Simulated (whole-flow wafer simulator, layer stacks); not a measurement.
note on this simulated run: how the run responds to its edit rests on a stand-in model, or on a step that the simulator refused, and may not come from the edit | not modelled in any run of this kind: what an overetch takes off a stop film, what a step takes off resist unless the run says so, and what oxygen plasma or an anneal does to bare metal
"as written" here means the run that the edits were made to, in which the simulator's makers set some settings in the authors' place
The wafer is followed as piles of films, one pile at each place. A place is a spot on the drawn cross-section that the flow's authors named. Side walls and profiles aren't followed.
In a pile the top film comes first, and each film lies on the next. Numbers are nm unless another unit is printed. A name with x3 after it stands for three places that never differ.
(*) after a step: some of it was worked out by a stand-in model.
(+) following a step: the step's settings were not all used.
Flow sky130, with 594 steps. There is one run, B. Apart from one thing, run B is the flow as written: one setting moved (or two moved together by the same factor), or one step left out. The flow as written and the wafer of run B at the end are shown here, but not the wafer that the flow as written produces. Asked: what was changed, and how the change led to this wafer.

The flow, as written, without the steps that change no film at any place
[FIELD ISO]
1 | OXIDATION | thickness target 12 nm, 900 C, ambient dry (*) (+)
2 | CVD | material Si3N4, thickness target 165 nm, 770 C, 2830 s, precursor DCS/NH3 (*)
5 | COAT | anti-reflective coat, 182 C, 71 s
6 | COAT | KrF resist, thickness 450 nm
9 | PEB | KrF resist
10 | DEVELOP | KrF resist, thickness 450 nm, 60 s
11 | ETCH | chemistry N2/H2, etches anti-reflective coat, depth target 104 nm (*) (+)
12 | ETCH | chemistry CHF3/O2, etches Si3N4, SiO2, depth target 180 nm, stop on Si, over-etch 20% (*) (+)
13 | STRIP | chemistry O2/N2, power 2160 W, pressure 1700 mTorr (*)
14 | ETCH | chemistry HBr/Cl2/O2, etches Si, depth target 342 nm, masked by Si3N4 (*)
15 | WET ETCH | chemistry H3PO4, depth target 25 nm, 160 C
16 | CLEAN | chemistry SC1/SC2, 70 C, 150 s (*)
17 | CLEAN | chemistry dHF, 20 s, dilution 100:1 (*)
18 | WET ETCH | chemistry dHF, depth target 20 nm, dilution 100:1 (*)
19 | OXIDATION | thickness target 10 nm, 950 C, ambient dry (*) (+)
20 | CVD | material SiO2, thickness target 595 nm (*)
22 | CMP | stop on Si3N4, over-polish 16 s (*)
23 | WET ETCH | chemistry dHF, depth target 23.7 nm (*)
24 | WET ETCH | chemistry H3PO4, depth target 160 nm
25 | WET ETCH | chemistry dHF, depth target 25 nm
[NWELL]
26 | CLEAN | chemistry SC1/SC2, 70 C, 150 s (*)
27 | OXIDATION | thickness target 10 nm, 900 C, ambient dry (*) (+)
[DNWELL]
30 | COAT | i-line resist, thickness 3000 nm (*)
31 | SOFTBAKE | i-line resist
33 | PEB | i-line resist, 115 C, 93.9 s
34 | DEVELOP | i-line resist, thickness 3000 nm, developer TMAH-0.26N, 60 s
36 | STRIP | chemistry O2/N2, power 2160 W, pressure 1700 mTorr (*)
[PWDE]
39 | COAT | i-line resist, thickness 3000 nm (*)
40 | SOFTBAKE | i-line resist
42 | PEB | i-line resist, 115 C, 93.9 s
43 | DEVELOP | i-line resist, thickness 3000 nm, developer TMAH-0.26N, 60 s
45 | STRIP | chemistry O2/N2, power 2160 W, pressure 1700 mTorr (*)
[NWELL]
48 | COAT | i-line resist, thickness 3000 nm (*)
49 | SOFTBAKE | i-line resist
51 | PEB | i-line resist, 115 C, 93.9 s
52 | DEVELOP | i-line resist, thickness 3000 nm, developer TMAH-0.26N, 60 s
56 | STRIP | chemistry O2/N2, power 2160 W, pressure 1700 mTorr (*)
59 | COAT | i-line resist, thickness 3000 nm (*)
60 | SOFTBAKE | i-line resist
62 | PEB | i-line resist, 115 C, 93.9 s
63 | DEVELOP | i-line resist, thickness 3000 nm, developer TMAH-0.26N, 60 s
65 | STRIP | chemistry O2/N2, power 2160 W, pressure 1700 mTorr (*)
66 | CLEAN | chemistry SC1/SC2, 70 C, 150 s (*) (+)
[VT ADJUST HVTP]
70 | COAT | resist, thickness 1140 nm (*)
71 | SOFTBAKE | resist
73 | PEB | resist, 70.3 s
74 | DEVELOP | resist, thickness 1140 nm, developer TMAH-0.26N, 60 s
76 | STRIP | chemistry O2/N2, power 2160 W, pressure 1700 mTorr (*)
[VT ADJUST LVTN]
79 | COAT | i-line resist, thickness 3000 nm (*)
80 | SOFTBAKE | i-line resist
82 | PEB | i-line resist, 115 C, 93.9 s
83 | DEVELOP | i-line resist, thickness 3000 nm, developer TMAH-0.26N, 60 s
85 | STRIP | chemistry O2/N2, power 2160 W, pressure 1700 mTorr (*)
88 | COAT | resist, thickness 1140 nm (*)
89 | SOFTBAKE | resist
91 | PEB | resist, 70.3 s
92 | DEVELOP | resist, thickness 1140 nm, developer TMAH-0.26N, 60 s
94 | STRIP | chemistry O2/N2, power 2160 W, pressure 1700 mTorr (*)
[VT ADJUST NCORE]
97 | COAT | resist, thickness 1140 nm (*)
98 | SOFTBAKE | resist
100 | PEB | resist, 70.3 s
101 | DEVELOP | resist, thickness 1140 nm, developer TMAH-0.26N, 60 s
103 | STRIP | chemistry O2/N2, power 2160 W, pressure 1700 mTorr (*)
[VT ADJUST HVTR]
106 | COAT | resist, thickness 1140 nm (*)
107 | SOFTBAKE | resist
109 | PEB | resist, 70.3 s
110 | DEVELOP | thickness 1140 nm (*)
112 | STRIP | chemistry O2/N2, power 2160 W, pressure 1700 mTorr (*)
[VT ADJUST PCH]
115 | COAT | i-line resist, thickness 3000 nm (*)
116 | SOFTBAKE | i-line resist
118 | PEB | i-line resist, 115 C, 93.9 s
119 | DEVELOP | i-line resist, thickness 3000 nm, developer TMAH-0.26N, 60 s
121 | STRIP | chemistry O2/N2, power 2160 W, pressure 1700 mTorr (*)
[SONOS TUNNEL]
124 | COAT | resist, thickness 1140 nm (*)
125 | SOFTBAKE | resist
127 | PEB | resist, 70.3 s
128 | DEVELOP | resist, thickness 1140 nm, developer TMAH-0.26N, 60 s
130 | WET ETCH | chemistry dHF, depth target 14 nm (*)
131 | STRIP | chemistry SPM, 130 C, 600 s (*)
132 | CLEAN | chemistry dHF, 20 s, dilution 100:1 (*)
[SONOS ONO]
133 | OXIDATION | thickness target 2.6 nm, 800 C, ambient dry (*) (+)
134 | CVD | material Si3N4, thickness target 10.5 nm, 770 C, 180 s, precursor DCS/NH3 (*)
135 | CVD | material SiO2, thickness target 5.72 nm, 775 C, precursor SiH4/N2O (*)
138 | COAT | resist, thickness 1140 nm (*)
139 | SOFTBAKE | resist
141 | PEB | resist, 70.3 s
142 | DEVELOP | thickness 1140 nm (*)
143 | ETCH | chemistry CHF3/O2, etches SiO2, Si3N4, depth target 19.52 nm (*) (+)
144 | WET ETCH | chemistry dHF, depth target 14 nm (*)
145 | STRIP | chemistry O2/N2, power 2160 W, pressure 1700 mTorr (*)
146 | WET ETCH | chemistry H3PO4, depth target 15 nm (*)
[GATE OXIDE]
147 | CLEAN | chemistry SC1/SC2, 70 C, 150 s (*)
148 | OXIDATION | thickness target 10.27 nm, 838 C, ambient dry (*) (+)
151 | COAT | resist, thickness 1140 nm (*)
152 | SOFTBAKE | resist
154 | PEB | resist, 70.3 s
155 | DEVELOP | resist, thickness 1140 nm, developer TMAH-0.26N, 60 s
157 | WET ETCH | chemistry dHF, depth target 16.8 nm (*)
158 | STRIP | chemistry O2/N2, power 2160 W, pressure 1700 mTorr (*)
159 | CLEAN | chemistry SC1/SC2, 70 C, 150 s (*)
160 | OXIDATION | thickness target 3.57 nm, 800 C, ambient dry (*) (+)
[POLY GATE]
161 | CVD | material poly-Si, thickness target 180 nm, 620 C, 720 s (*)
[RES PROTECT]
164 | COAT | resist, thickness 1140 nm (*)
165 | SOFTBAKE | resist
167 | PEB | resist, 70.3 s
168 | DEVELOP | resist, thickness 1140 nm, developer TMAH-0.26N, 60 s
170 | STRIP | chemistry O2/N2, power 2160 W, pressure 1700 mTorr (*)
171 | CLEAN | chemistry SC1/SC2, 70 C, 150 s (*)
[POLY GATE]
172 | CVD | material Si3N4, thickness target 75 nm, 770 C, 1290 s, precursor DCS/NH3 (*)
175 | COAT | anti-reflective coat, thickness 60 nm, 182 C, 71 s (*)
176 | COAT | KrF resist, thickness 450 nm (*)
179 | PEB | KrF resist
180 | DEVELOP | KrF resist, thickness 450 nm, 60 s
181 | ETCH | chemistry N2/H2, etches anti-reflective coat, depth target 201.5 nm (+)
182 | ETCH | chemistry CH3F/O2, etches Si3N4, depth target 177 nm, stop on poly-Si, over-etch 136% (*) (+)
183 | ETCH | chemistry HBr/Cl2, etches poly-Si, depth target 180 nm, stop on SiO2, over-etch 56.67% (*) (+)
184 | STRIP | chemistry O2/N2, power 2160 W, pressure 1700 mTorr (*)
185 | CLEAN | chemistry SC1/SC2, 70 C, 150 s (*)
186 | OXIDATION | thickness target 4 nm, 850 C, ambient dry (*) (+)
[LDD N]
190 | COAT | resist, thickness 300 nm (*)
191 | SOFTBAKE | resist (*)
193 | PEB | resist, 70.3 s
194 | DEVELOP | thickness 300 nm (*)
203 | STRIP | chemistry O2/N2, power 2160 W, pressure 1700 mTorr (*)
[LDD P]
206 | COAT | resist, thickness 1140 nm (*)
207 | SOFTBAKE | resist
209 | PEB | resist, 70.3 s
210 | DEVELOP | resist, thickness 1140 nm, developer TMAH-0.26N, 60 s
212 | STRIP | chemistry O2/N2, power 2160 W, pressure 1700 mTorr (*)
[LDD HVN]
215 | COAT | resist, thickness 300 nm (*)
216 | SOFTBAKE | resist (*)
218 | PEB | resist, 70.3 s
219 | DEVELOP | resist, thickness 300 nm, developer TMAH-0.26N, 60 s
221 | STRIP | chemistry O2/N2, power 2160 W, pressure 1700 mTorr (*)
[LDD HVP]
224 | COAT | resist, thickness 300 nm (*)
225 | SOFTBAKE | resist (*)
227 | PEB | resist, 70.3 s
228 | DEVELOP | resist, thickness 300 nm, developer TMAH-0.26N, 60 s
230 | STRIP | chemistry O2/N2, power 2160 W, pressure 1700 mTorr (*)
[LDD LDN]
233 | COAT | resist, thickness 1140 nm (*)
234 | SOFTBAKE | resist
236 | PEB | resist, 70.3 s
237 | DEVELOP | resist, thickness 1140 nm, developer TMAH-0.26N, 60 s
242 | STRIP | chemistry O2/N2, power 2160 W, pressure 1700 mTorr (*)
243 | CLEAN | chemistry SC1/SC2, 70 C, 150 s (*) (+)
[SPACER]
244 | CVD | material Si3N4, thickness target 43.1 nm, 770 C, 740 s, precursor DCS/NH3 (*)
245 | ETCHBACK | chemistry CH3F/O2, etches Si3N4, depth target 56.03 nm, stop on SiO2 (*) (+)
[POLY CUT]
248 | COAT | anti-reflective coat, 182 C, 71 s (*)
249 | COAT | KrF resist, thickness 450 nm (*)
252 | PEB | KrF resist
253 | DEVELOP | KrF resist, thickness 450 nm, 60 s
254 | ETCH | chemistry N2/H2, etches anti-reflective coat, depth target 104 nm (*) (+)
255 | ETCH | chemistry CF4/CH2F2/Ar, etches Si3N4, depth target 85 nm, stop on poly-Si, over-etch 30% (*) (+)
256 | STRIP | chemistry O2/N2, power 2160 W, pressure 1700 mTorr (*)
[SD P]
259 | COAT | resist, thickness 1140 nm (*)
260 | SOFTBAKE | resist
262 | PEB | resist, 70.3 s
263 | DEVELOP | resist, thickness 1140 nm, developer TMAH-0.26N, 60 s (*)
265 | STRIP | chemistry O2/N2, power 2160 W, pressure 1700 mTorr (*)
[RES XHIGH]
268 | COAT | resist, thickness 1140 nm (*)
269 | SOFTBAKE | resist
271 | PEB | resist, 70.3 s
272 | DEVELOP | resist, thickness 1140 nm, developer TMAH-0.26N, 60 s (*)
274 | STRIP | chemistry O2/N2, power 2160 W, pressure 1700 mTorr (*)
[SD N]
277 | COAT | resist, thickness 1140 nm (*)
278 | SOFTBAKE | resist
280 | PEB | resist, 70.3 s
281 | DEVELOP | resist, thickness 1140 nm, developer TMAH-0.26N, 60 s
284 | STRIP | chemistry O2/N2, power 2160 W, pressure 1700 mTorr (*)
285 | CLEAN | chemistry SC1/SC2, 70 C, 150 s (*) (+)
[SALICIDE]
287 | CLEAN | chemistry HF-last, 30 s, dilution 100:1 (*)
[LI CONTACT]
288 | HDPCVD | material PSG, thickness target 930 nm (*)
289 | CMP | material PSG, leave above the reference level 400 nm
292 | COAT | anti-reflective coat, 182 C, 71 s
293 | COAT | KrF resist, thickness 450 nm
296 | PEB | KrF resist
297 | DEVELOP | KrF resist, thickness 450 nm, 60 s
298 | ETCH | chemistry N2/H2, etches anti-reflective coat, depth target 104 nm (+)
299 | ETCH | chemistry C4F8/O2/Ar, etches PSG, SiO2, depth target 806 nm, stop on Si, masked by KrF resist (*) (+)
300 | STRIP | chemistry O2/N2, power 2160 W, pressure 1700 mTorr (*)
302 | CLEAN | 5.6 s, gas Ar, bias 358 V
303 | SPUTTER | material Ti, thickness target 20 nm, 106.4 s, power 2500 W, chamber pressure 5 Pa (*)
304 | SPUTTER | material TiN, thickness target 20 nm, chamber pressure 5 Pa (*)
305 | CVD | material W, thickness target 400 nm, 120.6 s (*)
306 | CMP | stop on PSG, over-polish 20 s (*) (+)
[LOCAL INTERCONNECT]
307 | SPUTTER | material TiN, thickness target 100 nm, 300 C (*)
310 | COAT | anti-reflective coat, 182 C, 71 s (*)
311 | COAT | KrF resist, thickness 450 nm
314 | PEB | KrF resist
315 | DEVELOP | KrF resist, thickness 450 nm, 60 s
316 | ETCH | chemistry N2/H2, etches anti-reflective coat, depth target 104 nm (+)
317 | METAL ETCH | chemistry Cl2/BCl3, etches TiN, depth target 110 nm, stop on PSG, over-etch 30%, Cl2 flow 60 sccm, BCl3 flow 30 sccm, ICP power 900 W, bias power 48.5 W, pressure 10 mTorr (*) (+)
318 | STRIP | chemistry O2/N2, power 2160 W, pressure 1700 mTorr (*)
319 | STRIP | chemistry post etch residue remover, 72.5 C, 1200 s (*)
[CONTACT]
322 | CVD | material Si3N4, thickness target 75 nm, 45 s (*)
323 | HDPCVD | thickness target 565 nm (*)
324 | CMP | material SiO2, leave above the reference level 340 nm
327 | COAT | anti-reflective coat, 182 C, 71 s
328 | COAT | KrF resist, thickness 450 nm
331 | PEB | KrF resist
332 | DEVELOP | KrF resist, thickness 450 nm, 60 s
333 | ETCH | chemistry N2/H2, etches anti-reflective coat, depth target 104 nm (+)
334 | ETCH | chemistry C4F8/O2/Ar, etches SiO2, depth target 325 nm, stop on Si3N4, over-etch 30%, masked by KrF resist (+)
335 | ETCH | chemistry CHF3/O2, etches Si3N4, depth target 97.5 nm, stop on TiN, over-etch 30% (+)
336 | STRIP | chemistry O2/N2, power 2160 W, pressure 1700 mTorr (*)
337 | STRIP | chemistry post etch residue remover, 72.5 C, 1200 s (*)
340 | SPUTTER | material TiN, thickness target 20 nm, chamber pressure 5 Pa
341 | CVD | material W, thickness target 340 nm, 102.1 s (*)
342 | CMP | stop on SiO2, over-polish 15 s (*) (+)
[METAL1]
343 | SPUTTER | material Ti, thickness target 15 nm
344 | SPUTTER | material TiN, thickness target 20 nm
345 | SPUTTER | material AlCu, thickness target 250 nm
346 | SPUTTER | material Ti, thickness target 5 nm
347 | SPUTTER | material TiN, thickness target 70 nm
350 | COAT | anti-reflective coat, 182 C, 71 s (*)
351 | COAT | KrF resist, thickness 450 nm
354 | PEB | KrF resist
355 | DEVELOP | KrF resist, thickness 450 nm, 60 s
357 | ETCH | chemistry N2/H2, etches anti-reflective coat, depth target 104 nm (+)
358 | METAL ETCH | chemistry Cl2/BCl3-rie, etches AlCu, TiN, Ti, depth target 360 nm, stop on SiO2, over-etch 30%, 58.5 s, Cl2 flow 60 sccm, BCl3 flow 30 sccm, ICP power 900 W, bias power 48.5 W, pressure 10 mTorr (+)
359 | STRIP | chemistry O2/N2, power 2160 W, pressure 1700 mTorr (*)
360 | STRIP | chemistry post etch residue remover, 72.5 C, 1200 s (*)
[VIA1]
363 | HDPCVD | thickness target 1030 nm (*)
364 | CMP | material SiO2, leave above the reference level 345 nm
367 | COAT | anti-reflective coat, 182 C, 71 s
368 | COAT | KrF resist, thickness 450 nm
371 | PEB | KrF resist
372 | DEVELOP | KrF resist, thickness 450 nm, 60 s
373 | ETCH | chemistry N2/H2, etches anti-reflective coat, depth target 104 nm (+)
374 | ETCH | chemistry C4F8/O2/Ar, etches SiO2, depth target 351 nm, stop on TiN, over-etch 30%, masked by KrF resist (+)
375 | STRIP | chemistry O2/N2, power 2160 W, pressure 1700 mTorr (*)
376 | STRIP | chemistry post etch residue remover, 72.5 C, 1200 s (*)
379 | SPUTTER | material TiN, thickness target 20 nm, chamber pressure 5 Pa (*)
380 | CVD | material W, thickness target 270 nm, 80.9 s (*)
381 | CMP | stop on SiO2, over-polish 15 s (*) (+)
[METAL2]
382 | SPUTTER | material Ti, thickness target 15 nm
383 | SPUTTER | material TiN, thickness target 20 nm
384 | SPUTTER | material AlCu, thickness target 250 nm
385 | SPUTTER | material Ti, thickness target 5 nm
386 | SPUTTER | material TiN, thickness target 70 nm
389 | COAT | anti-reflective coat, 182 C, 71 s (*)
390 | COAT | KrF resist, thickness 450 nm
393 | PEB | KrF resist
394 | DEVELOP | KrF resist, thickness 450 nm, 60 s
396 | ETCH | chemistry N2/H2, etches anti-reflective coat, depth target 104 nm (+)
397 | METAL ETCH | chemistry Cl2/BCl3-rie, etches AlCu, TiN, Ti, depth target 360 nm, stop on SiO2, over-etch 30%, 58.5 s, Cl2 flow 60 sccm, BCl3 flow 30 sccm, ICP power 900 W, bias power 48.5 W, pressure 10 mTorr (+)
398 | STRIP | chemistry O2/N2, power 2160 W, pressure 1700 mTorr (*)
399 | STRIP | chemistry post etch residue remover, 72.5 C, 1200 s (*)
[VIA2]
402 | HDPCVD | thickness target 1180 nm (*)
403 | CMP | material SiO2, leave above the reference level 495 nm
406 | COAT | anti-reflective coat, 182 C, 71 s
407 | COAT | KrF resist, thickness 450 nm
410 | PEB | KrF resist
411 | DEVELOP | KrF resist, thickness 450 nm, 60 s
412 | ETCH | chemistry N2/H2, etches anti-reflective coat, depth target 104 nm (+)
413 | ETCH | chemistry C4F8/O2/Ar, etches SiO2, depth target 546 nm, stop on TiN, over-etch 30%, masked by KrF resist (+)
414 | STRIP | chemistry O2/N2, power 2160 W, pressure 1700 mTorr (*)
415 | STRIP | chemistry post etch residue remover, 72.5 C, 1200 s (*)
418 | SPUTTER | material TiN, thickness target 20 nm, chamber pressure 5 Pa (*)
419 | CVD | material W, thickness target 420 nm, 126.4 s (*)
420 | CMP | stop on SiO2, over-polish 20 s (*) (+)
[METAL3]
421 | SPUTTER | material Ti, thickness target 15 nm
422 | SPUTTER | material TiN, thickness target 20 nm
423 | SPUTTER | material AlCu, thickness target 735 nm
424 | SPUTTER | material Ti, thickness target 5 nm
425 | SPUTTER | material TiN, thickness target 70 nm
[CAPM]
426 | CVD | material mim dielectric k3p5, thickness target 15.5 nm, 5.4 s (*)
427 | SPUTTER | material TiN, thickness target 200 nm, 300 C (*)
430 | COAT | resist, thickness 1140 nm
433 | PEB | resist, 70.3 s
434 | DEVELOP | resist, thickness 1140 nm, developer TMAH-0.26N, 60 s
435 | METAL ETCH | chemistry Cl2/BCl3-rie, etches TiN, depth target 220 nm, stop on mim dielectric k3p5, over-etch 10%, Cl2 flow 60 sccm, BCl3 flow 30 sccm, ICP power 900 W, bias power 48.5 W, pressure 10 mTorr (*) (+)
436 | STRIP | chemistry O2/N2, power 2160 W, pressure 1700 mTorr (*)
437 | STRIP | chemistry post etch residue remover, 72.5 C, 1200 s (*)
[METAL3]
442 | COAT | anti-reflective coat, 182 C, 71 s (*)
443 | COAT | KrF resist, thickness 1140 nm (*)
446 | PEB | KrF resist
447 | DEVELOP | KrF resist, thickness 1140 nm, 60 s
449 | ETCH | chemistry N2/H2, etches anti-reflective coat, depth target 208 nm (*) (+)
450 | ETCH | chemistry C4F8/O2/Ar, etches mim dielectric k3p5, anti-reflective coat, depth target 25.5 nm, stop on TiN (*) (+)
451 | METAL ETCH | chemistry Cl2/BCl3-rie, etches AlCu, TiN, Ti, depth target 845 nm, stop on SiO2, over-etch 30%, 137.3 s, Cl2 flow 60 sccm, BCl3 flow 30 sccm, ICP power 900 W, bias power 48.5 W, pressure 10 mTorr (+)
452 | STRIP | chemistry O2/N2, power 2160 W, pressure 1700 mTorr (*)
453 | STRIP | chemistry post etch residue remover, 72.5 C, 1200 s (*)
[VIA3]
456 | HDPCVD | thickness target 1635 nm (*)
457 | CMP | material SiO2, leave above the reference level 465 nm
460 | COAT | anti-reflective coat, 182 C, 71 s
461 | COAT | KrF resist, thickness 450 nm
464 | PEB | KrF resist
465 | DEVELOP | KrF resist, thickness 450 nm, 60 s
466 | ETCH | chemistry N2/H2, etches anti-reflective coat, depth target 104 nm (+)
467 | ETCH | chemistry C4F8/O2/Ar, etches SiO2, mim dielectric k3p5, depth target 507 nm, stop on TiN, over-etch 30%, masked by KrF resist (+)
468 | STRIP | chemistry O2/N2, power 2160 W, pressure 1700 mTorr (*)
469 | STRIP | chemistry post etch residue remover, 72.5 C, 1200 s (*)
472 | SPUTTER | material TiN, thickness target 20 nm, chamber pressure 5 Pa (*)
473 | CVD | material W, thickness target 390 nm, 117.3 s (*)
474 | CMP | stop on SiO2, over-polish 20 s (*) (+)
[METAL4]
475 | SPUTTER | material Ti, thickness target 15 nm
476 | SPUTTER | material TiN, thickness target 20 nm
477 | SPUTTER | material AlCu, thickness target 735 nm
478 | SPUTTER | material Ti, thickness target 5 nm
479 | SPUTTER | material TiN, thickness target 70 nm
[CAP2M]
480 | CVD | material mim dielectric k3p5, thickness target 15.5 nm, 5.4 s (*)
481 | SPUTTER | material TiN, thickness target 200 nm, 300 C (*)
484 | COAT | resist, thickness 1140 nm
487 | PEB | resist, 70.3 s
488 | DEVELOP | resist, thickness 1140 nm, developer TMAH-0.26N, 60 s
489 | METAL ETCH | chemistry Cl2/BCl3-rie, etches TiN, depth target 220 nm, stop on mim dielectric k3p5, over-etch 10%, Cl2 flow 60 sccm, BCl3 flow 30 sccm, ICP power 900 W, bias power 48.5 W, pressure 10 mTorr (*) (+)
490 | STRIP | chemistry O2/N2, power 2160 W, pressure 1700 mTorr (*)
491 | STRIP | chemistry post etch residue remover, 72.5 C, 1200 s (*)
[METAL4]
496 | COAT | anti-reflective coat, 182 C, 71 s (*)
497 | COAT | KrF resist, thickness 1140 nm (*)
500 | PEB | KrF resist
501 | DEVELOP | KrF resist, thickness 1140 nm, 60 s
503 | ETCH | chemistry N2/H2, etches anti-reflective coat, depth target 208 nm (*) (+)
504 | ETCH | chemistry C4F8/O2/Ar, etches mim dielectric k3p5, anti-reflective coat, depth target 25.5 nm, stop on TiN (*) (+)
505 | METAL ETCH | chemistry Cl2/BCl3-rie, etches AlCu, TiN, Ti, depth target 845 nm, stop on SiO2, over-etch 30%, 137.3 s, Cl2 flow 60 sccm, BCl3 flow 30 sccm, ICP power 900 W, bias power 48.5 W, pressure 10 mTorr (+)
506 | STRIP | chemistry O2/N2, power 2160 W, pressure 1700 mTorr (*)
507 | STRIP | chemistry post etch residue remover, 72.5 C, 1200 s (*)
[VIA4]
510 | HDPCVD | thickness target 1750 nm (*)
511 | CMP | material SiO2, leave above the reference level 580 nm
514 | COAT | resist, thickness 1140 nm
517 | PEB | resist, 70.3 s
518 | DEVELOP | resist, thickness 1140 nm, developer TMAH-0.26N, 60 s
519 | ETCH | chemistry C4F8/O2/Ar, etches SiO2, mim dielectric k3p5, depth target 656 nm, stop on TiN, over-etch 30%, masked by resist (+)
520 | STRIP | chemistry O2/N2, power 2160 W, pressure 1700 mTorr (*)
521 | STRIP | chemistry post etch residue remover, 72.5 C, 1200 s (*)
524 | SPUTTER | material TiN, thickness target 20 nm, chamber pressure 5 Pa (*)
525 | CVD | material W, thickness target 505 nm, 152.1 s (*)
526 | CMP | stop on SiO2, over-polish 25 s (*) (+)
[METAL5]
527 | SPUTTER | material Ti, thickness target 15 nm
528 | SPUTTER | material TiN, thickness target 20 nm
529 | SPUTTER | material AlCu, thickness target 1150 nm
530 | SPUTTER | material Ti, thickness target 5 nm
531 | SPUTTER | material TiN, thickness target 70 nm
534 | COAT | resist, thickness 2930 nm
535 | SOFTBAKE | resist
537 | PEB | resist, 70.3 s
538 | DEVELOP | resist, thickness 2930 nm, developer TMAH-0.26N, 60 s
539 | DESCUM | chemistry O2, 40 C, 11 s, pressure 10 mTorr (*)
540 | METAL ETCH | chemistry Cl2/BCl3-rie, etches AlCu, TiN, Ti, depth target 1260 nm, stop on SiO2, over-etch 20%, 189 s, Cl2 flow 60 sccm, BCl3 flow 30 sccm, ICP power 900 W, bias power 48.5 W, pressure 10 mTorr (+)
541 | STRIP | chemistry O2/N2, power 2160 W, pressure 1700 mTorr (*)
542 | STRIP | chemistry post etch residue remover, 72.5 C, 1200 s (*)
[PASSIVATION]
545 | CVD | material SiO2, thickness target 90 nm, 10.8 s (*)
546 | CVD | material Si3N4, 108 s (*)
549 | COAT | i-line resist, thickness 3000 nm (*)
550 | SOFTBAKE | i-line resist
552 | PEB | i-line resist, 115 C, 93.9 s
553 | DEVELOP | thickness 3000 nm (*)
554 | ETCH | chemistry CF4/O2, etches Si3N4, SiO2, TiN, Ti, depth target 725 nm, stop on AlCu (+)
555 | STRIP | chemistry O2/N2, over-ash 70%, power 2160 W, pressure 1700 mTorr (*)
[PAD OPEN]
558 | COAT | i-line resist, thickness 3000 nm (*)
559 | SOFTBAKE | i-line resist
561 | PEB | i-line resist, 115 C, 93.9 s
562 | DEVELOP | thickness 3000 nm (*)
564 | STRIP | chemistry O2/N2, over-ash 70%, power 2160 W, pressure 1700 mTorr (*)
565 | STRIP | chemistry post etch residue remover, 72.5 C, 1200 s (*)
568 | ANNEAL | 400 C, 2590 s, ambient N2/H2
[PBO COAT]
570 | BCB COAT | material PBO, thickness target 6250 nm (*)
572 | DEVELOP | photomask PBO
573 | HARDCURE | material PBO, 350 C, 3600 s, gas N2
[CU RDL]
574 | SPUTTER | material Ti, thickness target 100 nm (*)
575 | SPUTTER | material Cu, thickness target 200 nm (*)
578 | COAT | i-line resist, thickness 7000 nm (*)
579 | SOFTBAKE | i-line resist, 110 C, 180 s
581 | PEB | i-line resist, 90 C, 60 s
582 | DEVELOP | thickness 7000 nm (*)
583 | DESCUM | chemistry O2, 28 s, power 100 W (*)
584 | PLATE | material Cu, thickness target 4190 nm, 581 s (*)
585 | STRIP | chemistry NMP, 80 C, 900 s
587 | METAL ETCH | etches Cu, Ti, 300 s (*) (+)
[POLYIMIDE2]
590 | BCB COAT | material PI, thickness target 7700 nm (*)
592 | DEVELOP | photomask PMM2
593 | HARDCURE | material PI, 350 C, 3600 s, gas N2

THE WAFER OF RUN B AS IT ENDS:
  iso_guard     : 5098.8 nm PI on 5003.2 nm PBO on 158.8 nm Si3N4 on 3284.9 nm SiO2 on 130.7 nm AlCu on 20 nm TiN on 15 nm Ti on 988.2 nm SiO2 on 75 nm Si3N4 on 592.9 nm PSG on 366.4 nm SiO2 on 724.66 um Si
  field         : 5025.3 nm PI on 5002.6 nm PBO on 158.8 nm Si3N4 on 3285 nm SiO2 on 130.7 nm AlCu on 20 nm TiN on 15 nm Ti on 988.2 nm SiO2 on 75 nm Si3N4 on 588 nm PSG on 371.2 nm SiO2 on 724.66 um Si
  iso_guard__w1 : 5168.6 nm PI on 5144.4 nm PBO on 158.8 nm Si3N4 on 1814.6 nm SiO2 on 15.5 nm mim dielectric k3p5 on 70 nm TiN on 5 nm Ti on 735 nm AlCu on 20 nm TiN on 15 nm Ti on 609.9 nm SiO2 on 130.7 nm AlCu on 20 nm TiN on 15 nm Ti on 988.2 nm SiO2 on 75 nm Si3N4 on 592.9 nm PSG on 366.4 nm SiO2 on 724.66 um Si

The reason: step 397, METAL ETCH: depth target 144 nm was run, while the flow as written has depth target 360 nm; step 397, METAL ETCH: 23.4 s was run, where the flow has 58.5 s.

The path from the change to this, step by step:
  397 | METAL ETCH | chemistry Cl2/BCl3-rie, etches AlCu, TiN, Ti, depth target 360 nm, stop on SiO2, over-etch 30%, 58.5 s, Cl2 flow 60 sccm, BCl3 flow 30 sccm, ICP power 900 W, bias power 48.5 W, pressure 10 mTorr (+)
      field, active, gate and 82 more: TiN loses 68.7 (all of it), Ti loses 5 (all of it), AlCu loses 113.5 (in the flow as written it would be: TiN loses 68.7 (all of it), Ti loses 5 (all of it), AlCu loses 250 (all of it), TiN loses 20 (all of it), Ti loses 15 (all of it), SiO2 loses 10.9)
      n_well, p_well, gate_hv and 103 more: KrF resist loses 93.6 (in the flow as written it would be: KrF resist loses 234)
  398 | STRIP | chemistry O2/N2, power 2160 W, pressure 1700 mTorr (*)
      n_well, p_well, gate_hv and 101 more: KrF resist loses 284.2 (all of it), anti-reflective coat loses 80 (all of it) (in the flow as written it would be: KrF resist loses 143.8 (all of it), anti-reflective coat loses 80 (all of it))
      m1, via1_hole: KrF resist loses 284.3 (all of it), anti-reflective coat loses 80.4 (all of it) (in the flow as written it would be: KrF resist loses 143.9 (all of it), anti-reflective coat loses 80.4 (all of it))
  399 | STRIP | chemistry post etch residue remover, 72.5 C, 1200 s (*)
      field, active, gate and 82 more: AlCu loses 5.72 (in the flow as written it would be: nothing)
  402 | HDPCVD | thickness target 1180 nm (*)
      field, active, gate and 82 more: SiO2 gains 1180 (new film) (in the flow as written it would be: SiO2 gains 1180)
  403 | CMP | material SiO2, leave above the reference level 495 nm
      field, active, gate and 82 more: SiO2 loses 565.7 (in the flow as written it would be: SiO2 loses 389.1)
With metal films that touch counted as one body, iso_guard has 1 body; the flow as written gives 0 bodies.
With metal films that touch counted as one body, field has 1 body; the flow as written gives 0 bodies.
With metal films that touch counted as one body, iso_guard__w1 has 2 bodies (between them, from the top down: SiO2 609.9); the flow as written gives 1 body.
